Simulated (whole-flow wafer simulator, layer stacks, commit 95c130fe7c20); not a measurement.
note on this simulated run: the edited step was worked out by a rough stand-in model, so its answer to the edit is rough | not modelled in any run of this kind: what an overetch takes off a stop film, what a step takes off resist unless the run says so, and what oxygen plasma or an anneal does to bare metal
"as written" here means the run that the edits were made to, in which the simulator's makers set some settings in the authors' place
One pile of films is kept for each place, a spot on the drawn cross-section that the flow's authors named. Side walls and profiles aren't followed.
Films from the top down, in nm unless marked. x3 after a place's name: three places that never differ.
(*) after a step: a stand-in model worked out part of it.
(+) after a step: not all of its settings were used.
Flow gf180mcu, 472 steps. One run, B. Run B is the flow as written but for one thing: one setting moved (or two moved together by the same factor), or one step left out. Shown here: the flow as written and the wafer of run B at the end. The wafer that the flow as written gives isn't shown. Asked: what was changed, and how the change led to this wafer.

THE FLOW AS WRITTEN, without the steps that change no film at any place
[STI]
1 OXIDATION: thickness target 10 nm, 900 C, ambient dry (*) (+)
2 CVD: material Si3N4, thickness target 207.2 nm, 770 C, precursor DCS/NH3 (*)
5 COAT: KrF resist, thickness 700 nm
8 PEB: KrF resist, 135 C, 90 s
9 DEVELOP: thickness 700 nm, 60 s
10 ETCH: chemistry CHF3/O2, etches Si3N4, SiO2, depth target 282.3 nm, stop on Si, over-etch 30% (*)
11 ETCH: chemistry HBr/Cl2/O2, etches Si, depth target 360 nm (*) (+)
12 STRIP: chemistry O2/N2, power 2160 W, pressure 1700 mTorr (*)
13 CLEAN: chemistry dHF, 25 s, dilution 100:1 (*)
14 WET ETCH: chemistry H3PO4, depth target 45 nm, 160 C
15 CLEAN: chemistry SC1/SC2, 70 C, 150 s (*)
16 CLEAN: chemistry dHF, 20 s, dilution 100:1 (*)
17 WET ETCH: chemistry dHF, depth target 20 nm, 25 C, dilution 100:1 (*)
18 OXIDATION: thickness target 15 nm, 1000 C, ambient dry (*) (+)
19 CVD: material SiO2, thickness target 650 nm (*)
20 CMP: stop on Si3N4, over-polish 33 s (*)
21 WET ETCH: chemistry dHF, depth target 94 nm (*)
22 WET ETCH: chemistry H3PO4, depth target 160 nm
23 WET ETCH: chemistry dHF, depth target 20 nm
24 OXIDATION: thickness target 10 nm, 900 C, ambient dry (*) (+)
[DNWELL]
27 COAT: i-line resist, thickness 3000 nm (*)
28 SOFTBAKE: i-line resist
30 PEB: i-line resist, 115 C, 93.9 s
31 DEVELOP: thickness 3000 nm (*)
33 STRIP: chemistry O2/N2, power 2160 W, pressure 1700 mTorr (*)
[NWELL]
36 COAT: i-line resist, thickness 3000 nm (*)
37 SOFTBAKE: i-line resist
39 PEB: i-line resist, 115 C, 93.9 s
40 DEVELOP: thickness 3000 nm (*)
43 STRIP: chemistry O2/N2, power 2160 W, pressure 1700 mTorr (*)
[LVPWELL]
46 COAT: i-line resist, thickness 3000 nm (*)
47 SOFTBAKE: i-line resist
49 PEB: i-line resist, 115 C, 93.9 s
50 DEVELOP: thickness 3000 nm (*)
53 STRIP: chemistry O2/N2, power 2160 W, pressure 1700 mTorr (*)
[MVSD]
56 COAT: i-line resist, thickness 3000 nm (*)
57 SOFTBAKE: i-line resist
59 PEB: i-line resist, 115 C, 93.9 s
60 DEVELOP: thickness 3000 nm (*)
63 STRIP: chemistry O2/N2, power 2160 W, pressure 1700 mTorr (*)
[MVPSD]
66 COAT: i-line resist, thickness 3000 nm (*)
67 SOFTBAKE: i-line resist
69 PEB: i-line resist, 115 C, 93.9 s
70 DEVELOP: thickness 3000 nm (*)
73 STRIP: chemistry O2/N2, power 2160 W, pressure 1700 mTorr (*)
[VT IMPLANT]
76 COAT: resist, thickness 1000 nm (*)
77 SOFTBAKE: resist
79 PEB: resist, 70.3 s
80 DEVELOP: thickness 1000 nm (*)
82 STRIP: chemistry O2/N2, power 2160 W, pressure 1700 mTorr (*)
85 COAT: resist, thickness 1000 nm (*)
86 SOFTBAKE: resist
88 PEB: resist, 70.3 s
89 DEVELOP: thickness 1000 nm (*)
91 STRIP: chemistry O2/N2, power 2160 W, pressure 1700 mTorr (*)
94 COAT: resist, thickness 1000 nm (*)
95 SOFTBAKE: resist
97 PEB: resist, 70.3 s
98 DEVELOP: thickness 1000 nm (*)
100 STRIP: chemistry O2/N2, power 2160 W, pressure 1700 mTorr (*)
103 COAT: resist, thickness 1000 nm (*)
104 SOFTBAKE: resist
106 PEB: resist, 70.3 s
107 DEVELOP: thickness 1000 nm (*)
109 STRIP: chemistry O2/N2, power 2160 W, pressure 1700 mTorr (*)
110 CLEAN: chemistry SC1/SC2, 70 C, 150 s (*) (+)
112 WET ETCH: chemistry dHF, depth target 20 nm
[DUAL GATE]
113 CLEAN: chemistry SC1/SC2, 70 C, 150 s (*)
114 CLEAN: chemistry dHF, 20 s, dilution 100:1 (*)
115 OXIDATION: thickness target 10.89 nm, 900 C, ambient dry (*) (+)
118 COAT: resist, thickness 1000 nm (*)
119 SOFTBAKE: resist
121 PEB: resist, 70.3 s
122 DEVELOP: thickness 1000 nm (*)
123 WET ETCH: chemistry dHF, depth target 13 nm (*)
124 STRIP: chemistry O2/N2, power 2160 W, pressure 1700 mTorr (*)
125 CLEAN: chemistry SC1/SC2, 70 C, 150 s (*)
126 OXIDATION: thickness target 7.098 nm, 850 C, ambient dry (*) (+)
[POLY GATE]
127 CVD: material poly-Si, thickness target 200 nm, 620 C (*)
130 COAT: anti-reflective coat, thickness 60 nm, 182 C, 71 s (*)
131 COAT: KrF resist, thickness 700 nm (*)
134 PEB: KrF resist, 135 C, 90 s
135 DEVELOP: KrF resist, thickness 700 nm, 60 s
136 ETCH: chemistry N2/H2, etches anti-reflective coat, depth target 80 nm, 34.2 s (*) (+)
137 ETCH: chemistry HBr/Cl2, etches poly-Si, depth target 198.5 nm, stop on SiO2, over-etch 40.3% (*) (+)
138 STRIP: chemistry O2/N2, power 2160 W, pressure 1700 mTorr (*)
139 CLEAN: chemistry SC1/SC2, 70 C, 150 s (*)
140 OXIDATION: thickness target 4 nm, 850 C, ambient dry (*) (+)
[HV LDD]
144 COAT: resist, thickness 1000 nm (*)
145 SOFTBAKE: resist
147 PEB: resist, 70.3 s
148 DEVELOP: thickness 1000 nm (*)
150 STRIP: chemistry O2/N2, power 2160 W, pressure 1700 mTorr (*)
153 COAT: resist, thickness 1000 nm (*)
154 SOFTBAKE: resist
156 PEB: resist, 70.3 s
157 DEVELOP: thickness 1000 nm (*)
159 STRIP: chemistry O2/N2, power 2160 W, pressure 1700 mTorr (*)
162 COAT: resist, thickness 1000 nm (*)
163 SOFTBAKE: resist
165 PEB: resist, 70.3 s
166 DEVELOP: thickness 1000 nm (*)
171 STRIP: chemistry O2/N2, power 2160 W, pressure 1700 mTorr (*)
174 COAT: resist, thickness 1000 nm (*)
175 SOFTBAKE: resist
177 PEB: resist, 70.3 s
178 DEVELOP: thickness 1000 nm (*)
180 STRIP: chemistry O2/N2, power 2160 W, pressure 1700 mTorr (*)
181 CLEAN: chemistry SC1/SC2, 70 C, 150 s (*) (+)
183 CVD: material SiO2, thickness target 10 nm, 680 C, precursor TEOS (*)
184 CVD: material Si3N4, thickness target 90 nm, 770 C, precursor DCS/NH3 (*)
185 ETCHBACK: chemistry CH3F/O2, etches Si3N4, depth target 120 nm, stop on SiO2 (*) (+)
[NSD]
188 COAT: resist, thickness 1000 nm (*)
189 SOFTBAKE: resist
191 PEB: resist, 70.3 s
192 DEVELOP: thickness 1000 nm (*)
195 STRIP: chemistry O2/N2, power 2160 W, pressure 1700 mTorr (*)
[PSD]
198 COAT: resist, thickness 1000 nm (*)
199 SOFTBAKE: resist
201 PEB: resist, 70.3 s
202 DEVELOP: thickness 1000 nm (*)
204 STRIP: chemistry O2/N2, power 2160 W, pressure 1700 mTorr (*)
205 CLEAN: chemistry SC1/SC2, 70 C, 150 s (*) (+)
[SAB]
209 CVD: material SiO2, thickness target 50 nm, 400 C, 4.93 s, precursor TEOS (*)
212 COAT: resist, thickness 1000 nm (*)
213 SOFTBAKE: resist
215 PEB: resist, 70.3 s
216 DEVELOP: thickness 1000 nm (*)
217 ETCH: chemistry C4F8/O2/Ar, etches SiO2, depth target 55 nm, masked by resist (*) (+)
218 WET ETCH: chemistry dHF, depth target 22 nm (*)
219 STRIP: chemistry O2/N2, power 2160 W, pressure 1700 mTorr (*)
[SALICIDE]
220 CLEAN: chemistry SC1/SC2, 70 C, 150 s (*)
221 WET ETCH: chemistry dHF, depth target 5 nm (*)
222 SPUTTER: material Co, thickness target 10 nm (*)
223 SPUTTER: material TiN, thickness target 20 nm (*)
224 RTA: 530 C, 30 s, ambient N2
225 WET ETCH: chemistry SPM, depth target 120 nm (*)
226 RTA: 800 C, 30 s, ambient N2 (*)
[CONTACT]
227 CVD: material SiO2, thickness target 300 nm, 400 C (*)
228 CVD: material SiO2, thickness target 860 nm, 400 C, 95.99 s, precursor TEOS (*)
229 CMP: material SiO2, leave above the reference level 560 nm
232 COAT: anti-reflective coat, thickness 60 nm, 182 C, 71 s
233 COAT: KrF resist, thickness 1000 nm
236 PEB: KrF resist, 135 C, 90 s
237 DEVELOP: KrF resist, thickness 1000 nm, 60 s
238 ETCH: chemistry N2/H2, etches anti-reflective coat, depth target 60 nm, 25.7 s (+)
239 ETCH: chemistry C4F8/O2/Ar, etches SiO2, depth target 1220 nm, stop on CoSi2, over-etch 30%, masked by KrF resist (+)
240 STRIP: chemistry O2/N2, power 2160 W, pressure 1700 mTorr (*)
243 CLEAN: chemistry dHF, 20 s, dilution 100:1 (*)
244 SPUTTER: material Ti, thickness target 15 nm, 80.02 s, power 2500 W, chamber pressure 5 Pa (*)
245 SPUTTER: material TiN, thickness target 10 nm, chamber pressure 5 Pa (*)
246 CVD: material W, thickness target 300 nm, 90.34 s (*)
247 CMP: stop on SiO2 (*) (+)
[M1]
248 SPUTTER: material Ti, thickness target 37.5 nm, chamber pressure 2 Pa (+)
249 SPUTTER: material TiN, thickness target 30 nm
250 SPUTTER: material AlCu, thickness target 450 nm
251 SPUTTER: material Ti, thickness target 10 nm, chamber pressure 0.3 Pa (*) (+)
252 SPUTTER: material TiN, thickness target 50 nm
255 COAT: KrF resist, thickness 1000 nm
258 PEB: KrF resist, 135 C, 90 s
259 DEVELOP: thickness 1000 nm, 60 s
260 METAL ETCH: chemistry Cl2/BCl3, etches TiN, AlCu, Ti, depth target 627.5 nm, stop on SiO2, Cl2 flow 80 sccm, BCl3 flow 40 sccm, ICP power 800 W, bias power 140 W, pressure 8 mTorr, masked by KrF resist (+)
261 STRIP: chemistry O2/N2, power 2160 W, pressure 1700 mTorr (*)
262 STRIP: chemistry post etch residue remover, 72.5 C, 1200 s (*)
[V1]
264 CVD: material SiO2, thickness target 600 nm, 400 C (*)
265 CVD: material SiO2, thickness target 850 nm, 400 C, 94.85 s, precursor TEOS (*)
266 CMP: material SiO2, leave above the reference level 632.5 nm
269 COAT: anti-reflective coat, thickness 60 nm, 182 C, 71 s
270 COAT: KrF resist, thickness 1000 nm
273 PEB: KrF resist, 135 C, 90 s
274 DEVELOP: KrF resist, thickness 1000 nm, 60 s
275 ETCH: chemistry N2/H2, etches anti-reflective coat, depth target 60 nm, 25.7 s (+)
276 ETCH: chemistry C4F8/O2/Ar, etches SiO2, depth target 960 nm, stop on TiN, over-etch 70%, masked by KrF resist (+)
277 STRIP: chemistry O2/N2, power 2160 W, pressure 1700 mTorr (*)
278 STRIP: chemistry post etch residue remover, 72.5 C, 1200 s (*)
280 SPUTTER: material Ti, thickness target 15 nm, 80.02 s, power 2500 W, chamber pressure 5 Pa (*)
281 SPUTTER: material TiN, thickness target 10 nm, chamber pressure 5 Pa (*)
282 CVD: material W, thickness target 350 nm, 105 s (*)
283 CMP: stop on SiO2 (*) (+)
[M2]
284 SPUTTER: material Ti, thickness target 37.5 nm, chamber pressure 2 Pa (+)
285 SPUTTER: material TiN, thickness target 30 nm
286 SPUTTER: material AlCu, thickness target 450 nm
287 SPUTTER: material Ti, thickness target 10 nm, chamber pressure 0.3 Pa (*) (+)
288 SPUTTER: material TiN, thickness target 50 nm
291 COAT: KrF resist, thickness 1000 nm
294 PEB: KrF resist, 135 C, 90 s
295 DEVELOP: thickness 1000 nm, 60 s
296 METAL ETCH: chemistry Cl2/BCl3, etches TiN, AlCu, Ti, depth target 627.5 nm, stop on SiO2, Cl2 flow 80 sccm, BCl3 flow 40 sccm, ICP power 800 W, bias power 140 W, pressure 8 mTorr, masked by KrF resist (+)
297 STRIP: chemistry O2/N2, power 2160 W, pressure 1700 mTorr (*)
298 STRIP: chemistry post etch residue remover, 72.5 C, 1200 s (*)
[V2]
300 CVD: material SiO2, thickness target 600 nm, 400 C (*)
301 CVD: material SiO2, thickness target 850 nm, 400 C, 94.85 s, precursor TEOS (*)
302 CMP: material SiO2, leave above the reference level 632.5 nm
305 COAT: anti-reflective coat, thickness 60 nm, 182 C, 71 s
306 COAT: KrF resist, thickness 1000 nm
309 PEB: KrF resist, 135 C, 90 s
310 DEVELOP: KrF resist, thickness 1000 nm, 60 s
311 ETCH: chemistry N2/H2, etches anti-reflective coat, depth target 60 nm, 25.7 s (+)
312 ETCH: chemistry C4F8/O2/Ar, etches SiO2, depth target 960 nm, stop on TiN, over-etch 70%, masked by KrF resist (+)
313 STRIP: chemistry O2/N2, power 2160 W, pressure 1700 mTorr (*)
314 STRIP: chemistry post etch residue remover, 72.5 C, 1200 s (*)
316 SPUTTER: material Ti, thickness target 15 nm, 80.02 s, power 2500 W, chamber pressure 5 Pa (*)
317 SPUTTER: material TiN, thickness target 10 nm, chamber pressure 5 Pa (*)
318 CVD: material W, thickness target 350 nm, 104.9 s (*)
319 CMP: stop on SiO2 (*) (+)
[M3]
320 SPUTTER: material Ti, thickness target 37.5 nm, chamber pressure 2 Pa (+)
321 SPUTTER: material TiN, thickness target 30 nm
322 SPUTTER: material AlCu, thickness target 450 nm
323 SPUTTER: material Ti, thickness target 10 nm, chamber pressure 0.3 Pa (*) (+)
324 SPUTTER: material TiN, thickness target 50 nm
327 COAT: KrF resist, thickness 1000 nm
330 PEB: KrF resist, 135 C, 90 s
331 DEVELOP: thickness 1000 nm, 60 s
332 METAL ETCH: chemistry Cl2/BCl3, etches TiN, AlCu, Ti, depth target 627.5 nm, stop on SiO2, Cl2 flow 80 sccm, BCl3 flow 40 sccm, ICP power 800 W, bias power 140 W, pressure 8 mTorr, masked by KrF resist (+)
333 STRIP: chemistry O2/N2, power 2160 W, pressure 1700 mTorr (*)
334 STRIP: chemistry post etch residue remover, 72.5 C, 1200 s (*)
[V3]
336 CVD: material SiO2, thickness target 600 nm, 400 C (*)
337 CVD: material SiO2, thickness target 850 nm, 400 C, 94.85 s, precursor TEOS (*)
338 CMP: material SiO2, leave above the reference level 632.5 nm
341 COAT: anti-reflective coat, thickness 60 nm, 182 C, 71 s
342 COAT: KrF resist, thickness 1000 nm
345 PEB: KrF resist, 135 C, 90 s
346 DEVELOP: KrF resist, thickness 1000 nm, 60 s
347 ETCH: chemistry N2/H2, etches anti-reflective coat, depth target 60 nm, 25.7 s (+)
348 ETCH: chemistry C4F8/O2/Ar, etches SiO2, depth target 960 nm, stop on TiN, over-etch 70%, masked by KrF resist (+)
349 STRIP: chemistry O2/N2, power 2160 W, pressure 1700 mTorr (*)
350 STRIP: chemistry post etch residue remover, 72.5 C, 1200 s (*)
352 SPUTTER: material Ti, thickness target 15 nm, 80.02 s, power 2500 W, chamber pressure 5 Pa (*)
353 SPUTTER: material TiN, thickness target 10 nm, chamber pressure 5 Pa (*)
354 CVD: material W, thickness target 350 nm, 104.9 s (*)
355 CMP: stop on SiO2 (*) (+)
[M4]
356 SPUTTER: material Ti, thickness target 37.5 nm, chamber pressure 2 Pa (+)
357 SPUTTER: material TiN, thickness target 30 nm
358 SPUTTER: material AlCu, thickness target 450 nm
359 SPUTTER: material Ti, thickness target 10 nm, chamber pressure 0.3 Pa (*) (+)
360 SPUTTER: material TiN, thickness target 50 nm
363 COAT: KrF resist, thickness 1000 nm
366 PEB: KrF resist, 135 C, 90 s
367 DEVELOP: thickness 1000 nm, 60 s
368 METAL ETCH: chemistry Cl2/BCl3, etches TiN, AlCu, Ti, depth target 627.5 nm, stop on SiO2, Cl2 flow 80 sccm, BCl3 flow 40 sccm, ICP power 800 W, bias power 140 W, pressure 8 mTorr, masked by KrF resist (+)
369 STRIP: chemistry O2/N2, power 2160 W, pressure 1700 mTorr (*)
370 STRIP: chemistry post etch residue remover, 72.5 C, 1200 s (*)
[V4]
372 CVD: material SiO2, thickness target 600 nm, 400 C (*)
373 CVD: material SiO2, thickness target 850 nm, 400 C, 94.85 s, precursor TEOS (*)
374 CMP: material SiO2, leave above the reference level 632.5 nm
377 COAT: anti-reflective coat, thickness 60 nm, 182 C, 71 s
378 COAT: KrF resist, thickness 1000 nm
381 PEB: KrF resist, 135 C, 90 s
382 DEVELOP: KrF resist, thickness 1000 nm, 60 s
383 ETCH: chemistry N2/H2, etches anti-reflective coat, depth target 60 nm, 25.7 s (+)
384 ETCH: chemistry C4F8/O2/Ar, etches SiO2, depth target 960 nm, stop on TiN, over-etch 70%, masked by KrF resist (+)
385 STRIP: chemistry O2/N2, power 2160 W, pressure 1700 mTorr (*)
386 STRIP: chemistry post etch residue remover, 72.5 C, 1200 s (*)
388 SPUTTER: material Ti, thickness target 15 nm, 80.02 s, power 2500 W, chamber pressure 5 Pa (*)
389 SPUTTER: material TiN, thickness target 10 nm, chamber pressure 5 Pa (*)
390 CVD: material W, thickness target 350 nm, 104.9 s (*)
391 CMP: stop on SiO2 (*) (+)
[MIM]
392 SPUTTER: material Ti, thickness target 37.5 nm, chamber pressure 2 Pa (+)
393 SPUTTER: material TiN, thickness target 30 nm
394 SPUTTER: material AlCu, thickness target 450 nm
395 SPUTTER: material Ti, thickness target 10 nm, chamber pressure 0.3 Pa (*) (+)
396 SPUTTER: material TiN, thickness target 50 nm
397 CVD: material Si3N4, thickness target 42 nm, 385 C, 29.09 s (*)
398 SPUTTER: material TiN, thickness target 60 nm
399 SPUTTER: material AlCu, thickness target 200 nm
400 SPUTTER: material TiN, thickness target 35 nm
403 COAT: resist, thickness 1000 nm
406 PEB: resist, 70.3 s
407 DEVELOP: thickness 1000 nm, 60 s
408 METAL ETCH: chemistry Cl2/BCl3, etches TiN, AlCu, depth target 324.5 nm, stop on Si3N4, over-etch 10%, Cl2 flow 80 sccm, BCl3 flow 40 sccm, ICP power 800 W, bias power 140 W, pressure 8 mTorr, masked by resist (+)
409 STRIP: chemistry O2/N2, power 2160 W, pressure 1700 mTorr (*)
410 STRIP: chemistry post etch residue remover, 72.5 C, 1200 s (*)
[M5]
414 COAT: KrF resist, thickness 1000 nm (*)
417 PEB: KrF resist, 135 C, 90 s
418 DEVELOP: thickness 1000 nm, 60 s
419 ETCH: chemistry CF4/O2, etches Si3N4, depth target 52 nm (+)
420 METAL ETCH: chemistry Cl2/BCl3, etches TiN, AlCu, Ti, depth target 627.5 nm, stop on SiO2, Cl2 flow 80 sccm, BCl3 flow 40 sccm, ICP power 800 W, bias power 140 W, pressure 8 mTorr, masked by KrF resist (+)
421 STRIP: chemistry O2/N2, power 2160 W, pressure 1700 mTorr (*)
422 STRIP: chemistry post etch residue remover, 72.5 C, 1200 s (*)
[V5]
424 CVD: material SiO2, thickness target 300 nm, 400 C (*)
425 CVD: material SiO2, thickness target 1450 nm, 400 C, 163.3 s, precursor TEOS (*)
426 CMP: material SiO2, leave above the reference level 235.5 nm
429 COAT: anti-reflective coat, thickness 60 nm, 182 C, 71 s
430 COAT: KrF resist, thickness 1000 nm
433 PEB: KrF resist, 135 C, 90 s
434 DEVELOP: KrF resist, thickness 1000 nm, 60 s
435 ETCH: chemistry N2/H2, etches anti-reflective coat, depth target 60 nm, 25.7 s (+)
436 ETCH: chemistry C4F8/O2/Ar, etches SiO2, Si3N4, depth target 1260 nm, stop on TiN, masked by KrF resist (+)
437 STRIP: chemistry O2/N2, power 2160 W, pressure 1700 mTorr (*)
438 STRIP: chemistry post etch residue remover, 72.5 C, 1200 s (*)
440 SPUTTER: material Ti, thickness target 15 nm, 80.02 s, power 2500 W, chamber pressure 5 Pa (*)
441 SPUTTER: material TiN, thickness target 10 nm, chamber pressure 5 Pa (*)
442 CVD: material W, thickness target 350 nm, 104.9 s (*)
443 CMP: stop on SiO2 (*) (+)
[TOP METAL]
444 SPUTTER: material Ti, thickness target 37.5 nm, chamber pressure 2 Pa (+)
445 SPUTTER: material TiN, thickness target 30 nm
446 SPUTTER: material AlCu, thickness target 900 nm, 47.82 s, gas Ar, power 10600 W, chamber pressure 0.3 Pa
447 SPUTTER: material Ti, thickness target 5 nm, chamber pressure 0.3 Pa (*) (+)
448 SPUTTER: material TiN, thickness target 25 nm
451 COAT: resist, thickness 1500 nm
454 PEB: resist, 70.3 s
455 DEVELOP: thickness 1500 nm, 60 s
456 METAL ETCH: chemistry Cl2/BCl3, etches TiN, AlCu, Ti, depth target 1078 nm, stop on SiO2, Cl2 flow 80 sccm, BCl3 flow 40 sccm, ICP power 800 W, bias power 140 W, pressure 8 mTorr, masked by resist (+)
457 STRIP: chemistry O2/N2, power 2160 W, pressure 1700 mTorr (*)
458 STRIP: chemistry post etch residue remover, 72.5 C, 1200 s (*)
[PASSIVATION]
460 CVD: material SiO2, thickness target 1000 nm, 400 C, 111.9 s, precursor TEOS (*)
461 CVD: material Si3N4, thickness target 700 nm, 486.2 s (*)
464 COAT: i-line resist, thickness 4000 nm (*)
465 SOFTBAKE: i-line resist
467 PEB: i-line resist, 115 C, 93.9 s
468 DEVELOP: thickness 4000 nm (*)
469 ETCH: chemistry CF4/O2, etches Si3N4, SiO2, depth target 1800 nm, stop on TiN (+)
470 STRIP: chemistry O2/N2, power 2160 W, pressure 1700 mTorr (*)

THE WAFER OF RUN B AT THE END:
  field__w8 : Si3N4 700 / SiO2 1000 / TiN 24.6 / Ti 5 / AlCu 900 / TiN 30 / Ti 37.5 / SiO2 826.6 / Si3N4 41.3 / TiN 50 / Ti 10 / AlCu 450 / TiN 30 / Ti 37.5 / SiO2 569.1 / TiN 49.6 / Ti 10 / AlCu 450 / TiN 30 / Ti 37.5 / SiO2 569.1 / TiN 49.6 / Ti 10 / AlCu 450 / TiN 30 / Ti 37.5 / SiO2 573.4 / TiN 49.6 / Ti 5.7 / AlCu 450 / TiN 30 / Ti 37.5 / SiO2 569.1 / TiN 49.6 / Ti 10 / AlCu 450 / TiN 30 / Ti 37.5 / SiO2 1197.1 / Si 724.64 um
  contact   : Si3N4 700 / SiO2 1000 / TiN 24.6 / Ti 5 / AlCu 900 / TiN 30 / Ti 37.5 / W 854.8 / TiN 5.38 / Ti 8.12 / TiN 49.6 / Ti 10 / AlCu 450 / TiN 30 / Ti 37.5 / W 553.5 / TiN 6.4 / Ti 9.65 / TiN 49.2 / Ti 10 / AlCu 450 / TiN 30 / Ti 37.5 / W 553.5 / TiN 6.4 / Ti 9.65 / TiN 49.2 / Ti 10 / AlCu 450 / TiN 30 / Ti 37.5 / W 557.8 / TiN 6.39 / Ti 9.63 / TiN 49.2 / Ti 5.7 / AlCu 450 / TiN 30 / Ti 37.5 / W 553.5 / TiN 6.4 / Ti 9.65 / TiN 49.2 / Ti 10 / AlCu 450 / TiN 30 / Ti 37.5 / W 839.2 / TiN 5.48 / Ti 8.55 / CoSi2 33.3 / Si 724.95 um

The cause: step 287, SPUTTER: thickness target 5.7 nm was run, where the flow has thickness target 10 nm.
It can be read off the wafer: field__w8 has Ti 5.7, and step 287 as written asks for 10 nm.

How the change led to this, step by step:
  287 SPUTTER: material Ti, thickness target 10 nm, chamber pressure 0.3 Pa (*) (+)
      field, field__w1, field__w2 and 108 more: Ti +5.7 (new film) (as written it would be: Ti +10 (new film))
  296 METAL ETCH: chemistry Cl2/BCl3, etches TiN, AlCu, Ti, depth target 627.5 nm, stop on SiO2, Cl2 flow 80 sccm, BCl3 flow 40 sccm, ICP power 800 W, bias power 140 W, pressure 8 mTorr, masked by KrF resist (+)
      field, field__w1, field__w2 and 103 more: TiN -50 (all of it), Ti -5.7 (all of it), AlCu -450 (all of it), TiN -30 (all of it), Ti -37.5 (all of it) (as written it would be: TiN -50 (all of it), Ti -10 (all of it), AlCu -450 (all of it), TiN -30 (all of it), Ti -37.5 (all of it))
